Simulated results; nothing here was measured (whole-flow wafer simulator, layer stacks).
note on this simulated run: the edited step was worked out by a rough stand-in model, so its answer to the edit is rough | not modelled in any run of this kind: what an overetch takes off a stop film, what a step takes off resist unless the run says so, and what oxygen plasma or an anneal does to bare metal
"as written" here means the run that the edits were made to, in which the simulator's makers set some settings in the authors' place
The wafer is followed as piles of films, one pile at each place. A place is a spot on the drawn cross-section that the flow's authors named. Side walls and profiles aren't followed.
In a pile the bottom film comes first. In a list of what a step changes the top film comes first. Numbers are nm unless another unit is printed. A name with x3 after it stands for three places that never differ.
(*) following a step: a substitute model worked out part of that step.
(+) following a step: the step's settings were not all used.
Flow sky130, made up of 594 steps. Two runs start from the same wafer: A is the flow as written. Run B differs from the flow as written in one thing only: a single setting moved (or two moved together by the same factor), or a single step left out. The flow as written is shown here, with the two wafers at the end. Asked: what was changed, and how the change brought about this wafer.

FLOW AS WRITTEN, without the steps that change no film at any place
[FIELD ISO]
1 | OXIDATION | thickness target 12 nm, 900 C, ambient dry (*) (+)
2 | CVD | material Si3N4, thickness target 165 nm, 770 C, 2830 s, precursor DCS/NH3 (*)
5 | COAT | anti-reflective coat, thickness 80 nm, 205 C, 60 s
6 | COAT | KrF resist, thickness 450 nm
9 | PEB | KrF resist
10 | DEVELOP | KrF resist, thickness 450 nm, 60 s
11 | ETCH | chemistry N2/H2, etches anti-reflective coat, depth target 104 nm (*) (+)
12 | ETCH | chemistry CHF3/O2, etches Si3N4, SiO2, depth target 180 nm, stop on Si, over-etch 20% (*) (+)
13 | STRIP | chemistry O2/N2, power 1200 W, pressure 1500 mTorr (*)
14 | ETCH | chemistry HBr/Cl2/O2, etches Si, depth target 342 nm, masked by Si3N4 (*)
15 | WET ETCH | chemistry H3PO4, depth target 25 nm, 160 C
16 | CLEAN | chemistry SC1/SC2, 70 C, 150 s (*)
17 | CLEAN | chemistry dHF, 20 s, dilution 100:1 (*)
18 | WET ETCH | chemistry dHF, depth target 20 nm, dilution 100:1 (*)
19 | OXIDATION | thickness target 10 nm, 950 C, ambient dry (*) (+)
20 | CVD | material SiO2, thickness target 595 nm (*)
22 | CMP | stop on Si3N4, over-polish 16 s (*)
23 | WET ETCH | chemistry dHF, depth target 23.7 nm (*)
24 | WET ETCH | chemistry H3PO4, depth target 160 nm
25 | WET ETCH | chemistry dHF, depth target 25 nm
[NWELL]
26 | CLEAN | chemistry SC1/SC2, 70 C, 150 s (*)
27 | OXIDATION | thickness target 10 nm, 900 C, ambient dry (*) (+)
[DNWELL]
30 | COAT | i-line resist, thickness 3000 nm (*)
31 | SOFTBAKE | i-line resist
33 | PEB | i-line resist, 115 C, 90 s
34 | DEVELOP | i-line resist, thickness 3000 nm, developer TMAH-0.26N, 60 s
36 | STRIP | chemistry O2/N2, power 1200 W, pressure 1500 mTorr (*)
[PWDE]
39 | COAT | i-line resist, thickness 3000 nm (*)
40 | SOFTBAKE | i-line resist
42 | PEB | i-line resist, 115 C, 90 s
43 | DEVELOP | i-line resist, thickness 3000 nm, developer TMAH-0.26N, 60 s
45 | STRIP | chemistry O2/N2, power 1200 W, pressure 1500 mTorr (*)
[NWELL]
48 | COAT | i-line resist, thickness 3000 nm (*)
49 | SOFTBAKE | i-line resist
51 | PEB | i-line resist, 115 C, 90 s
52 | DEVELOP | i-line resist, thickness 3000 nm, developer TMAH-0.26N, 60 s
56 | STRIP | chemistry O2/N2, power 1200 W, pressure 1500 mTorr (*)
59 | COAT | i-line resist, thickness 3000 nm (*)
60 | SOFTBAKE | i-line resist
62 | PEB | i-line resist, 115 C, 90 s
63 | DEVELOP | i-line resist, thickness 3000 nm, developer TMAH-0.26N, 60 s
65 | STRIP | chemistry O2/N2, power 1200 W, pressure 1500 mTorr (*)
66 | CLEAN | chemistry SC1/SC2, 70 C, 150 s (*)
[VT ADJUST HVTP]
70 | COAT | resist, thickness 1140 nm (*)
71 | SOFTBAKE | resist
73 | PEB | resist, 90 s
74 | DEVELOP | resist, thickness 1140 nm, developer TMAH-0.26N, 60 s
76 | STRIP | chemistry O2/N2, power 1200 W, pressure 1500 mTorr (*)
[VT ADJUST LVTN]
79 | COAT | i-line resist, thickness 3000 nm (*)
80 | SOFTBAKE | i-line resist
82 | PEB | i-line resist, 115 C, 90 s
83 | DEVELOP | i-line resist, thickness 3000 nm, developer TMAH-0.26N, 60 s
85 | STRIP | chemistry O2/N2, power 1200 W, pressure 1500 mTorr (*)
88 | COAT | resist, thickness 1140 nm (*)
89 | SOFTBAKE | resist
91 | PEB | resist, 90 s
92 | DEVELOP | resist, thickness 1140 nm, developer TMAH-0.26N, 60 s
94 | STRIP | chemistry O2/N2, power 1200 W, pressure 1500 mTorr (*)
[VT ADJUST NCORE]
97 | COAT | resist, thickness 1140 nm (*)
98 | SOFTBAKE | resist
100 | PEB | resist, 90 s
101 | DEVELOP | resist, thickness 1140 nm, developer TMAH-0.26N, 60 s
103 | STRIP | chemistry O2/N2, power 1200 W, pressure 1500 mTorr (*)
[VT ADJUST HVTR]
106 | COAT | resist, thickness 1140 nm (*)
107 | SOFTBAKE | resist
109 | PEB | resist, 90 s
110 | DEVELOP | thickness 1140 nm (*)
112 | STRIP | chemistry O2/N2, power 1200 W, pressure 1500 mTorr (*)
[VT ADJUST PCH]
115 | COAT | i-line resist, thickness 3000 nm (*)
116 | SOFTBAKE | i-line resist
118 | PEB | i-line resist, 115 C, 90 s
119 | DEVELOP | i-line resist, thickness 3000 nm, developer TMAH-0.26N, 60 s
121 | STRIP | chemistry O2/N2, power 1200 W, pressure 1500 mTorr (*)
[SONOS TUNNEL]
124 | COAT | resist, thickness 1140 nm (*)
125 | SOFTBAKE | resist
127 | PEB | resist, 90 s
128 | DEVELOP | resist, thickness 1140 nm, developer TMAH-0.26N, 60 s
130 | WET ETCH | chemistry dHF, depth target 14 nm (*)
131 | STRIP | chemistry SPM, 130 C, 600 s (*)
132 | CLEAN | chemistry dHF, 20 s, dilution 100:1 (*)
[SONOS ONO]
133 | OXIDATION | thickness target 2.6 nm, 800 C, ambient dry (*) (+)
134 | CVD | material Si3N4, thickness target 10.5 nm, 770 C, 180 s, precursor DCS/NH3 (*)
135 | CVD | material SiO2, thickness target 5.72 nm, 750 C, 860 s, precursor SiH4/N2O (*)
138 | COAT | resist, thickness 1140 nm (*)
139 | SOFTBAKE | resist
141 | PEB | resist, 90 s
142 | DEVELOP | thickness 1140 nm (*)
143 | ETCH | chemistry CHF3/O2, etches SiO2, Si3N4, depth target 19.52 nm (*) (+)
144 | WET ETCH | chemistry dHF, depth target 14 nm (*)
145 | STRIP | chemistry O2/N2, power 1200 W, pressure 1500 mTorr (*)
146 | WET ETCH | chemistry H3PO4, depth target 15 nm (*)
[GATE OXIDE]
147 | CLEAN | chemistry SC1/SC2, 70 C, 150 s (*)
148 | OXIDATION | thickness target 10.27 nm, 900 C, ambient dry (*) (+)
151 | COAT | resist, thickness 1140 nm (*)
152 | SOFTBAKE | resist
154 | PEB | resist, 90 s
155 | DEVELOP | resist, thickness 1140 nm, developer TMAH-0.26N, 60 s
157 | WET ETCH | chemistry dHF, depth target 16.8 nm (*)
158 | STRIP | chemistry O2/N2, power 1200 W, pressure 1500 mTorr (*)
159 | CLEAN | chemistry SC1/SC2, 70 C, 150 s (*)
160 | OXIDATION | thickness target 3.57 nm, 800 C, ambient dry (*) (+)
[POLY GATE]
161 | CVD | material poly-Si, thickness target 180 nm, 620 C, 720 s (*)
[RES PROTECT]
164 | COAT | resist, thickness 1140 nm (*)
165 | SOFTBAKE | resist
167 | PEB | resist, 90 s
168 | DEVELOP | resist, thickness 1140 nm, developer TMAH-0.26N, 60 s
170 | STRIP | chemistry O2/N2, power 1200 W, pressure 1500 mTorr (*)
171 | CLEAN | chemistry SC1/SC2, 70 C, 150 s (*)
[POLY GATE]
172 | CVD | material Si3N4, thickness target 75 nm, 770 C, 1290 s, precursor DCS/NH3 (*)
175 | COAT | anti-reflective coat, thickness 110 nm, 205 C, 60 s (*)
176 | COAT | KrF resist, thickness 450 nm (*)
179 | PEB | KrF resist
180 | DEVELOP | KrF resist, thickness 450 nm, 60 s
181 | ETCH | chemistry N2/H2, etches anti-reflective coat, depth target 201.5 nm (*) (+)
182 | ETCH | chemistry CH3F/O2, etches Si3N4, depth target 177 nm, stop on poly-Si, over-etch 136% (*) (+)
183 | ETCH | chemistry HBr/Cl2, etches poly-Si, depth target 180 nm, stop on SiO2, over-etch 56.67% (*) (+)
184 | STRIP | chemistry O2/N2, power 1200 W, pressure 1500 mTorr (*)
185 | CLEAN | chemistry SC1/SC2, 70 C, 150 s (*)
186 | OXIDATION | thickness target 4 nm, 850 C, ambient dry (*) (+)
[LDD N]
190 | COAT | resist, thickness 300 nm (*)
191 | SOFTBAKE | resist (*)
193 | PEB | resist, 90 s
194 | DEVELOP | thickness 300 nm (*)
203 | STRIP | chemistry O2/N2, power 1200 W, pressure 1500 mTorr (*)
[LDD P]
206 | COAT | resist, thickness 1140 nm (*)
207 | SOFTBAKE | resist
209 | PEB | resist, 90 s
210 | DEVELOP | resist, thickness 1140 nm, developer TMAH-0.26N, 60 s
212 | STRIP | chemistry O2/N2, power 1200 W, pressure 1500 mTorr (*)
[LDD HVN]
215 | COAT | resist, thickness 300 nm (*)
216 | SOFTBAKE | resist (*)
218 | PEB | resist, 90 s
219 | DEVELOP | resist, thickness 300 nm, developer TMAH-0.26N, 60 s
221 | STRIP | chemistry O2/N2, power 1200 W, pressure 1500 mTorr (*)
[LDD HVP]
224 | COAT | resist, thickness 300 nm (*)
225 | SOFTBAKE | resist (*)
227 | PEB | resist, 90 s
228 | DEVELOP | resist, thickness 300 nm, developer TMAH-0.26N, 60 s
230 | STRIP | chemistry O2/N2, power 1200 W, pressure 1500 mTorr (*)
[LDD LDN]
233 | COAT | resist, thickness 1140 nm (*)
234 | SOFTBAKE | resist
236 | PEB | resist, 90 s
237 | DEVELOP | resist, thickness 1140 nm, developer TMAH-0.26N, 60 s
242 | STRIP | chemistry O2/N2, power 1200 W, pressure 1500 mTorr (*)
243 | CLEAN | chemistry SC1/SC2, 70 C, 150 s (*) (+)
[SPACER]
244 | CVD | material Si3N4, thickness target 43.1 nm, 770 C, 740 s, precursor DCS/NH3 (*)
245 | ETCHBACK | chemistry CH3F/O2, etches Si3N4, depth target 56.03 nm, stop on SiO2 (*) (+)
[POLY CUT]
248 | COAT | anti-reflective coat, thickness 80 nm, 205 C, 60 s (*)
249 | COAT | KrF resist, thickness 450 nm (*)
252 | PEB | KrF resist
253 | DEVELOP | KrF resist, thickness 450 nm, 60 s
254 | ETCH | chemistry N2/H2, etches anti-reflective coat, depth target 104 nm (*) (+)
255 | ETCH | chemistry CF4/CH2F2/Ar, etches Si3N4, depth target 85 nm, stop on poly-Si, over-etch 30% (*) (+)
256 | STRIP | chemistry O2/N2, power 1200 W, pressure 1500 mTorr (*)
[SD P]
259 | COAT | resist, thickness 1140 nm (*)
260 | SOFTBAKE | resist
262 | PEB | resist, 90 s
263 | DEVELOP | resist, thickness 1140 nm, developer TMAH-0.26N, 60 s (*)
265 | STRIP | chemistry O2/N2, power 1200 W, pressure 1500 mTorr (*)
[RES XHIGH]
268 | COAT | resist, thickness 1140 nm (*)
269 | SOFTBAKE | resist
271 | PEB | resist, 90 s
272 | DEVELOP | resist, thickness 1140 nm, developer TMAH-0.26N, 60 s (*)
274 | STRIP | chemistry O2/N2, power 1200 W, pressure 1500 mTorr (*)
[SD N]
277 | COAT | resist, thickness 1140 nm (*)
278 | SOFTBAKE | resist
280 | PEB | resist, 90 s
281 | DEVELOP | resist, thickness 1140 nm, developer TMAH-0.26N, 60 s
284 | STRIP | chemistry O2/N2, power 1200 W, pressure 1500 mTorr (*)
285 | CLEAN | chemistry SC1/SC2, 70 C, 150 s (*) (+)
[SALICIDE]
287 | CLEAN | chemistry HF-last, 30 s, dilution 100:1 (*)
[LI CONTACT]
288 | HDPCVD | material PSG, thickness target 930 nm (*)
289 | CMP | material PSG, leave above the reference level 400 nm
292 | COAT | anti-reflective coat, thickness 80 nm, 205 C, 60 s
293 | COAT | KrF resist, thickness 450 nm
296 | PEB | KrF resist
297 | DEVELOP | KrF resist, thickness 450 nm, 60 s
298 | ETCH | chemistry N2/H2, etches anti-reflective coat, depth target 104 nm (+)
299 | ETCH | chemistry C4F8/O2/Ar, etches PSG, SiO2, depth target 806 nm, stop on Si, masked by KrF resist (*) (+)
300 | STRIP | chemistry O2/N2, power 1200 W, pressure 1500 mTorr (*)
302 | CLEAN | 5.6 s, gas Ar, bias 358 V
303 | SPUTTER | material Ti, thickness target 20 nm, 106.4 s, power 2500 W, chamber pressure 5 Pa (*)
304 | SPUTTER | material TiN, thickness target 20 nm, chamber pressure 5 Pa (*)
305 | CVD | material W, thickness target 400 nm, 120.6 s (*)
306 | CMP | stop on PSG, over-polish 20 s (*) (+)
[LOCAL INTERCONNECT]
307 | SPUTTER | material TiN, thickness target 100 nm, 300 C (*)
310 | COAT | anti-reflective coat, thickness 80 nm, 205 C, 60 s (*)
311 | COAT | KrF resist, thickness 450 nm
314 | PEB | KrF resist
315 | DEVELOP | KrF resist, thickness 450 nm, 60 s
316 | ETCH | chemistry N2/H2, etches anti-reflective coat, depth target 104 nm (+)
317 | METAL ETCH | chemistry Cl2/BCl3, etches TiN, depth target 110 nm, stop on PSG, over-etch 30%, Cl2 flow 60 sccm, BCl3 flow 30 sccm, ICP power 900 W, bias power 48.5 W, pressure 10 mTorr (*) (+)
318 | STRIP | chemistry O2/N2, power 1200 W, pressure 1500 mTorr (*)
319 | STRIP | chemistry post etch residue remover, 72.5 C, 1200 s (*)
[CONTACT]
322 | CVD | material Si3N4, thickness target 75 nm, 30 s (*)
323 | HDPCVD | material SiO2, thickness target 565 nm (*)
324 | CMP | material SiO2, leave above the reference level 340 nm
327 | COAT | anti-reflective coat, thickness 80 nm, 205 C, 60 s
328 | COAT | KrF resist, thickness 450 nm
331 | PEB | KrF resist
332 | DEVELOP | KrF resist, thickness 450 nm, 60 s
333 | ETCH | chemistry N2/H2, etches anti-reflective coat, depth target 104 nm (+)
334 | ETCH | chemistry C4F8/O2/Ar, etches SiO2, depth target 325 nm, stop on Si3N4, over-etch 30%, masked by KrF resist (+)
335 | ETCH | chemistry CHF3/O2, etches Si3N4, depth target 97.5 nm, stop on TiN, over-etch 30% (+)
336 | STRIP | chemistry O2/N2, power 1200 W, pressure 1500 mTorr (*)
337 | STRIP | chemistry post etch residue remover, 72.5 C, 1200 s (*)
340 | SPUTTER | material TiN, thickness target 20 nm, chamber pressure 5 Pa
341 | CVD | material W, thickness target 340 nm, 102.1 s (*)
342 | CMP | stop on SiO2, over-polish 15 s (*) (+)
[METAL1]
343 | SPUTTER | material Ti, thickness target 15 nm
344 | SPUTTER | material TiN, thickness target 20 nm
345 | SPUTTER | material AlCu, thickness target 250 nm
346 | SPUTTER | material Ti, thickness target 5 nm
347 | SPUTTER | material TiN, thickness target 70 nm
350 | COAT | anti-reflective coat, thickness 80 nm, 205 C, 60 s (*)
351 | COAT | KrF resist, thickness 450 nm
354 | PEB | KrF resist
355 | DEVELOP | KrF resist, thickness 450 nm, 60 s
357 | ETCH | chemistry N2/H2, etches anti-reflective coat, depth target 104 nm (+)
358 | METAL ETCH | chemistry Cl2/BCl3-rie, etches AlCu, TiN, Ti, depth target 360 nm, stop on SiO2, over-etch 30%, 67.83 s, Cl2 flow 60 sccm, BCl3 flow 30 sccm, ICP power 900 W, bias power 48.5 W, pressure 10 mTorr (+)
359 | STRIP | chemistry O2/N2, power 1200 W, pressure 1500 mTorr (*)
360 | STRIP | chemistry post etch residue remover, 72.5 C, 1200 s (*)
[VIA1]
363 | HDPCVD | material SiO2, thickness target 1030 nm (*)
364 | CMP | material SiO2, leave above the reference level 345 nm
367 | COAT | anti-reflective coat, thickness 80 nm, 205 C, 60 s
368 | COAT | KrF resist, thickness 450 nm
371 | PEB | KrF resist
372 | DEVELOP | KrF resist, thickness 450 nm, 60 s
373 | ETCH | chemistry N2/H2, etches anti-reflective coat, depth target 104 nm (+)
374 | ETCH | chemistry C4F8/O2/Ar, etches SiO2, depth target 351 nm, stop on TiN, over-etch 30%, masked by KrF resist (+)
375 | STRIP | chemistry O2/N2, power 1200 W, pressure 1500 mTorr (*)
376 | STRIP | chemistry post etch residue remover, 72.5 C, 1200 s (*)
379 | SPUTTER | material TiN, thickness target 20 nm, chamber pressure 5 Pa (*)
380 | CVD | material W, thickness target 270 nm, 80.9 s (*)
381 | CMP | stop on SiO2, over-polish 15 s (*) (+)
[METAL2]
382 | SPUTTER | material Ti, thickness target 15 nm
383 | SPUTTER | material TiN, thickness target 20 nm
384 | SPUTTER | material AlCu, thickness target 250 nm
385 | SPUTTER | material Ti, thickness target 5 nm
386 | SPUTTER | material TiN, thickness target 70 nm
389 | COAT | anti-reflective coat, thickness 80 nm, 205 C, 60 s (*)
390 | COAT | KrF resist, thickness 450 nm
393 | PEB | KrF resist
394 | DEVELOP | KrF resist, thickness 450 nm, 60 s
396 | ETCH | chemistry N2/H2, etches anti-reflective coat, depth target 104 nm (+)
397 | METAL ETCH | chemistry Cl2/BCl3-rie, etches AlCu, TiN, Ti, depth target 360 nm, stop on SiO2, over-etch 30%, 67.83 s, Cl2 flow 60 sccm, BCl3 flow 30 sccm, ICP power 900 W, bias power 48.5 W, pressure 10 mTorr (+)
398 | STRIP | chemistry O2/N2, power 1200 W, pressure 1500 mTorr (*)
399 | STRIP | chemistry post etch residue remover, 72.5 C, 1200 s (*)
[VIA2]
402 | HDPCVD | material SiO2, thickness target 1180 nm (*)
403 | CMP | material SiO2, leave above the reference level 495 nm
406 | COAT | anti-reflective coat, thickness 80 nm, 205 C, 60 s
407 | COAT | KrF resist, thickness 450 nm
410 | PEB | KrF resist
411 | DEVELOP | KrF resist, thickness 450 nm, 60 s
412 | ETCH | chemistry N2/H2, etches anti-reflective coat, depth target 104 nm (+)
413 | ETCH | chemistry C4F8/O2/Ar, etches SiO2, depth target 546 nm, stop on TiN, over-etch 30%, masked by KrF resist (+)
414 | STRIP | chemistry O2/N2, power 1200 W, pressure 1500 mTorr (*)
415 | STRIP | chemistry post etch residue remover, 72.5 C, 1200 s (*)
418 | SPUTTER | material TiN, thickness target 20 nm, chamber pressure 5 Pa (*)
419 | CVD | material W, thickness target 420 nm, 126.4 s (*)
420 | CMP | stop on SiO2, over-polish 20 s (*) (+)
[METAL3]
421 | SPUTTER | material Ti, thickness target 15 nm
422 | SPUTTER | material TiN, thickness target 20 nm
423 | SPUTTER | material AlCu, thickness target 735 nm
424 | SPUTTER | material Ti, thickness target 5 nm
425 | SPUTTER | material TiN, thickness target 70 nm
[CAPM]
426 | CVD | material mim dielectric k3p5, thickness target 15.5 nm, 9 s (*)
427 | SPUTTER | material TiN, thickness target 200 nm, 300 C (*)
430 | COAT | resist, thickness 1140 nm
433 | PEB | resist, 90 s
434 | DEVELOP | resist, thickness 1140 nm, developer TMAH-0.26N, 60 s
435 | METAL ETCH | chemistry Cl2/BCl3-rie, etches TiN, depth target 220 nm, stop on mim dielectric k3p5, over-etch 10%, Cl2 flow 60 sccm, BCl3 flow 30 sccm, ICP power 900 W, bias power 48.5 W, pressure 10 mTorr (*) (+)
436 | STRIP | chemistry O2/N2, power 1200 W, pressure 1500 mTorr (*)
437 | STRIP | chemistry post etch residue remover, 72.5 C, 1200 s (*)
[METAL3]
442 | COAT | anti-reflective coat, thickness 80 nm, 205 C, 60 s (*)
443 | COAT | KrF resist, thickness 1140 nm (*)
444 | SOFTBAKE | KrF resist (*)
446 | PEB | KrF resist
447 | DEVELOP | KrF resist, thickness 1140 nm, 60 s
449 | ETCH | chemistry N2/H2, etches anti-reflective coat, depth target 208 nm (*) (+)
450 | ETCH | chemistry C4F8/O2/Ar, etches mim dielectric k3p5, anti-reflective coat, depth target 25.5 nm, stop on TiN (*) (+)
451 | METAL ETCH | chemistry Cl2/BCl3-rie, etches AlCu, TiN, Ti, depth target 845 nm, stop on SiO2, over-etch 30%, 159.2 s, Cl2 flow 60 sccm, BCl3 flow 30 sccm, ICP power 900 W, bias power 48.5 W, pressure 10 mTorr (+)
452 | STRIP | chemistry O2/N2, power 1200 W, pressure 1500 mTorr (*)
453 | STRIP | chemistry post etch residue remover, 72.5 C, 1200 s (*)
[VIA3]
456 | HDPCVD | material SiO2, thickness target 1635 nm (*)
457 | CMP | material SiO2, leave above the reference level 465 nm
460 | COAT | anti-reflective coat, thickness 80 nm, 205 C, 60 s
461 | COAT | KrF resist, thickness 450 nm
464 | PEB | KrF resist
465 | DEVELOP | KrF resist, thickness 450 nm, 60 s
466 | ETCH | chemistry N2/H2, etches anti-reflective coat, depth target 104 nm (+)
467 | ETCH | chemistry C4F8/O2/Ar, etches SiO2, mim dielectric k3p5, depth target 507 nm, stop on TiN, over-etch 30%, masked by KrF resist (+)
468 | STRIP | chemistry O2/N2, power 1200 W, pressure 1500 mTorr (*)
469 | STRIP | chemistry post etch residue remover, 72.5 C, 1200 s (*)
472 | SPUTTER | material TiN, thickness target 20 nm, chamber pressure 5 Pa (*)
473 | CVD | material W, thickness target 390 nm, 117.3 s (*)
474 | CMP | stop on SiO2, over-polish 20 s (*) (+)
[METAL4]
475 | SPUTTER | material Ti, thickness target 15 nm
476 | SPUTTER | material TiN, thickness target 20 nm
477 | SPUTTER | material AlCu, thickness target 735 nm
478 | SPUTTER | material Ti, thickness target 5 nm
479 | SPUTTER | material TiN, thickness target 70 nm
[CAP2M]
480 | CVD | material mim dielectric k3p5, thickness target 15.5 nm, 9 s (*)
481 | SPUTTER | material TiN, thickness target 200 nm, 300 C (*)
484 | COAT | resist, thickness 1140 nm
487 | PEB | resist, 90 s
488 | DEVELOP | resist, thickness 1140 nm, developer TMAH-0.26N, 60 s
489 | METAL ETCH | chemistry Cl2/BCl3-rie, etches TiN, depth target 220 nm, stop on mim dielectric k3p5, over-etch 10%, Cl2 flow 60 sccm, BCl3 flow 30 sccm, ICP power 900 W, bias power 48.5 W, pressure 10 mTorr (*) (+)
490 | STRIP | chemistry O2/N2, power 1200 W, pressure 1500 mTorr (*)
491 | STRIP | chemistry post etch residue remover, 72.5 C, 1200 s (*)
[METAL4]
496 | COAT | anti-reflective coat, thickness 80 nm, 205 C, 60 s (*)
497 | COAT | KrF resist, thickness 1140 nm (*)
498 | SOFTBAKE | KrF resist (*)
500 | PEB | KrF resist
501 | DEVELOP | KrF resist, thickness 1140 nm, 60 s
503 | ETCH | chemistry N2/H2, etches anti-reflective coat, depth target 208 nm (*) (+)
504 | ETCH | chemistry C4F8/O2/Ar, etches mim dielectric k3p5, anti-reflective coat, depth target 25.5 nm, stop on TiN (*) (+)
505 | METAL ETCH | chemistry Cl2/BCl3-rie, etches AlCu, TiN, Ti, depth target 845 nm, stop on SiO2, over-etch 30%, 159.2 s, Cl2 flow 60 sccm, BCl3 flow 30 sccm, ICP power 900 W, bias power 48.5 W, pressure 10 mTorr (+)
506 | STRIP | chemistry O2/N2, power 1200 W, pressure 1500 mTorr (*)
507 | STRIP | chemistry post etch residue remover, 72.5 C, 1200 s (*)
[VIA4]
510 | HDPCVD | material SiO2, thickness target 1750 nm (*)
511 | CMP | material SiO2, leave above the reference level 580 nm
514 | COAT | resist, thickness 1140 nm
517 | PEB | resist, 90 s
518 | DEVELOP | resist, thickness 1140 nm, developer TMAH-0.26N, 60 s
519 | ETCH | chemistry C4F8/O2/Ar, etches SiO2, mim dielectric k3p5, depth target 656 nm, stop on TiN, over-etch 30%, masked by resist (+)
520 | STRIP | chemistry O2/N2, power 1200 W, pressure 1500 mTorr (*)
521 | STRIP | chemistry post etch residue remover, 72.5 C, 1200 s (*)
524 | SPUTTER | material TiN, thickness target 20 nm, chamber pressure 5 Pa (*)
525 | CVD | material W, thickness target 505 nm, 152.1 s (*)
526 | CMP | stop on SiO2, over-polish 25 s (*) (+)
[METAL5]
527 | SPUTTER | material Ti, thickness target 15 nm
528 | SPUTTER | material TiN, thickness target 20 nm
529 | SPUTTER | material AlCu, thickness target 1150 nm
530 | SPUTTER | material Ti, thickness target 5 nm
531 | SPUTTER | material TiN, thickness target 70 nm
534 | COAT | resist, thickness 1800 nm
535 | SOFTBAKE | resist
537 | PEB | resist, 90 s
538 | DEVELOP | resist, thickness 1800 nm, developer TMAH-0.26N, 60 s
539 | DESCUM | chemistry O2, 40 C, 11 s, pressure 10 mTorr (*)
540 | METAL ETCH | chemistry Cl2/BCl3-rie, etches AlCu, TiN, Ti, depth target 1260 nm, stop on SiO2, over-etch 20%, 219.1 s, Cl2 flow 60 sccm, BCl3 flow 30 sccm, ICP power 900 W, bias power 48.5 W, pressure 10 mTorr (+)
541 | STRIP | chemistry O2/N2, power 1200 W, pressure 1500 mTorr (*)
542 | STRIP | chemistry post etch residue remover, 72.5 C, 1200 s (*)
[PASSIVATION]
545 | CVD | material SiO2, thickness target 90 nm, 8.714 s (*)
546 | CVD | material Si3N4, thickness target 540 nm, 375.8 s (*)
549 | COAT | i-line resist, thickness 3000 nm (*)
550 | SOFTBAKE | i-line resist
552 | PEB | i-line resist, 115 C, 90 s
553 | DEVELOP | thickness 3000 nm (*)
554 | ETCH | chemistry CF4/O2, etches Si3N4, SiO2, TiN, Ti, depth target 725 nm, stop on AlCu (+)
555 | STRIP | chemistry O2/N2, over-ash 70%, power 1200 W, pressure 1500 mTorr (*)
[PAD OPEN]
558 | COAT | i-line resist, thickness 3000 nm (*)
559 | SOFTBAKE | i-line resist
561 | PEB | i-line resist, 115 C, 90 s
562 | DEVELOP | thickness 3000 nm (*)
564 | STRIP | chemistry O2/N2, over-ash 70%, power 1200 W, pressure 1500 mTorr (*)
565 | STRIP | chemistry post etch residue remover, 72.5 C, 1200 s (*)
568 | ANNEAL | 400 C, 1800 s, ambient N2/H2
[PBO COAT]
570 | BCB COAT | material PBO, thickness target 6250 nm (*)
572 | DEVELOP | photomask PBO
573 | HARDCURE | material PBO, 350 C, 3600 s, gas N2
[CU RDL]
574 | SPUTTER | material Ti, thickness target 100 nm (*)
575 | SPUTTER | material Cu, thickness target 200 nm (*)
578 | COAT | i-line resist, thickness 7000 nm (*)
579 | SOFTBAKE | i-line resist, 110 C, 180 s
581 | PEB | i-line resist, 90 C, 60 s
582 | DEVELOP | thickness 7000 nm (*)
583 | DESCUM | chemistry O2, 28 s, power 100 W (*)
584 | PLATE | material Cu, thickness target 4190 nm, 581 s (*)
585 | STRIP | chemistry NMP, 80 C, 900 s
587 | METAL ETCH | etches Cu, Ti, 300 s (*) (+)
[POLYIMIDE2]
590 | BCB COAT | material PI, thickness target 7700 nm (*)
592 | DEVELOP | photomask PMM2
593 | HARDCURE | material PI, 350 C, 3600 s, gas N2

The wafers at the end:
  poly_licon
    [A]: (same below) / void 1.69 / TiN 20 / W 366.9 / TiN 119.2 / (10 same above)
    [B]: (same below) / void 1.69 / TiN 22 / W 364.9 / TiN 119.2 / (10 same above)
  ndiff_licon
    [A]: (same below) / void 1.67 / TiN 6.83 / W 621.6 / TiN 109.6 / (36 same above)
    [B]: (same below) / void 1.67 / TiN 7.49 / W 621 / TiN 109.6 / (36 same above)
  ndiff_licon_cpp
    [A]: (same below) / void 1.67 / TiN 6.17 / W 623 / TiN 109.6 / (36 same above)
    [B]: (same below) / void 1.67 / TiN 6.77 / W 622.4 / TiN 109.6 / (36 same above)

What caused this: step 304, SPUTTER: thickness target 22 nm was run, though the flow has thickness target 20 nm.
The wafer lets one read it off: poly_licon has TiN 22, and step 304 as written asks for 20 nm.

The path from the change to this, step by step:
  304 | SPUTTER | material TiN, thickness target 20 nm, chamber pressure 5 Pa (*)
      field, active, n_well and 185 more: A +20 TiN (new film) | B +22 TiN (new film)
      ndiff_licon: A +6.83 TiN (new film) | B +7.49 TiN (new film)
      (as well as at 2 more places)
  306 | CMP | stop on PSG, over-polish 20 s (*) (+)
      field, active, n_well and 184 more: A -400 W (all of it), -20 TiN (all of it), -20 Ti (all of it), -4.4 PSG | B -400 W (all of it), -22 TiN (all of it), -20 Ti (all of it), -4.4 PSG
      poly_licon: A -33.1 W | B -35.1 W
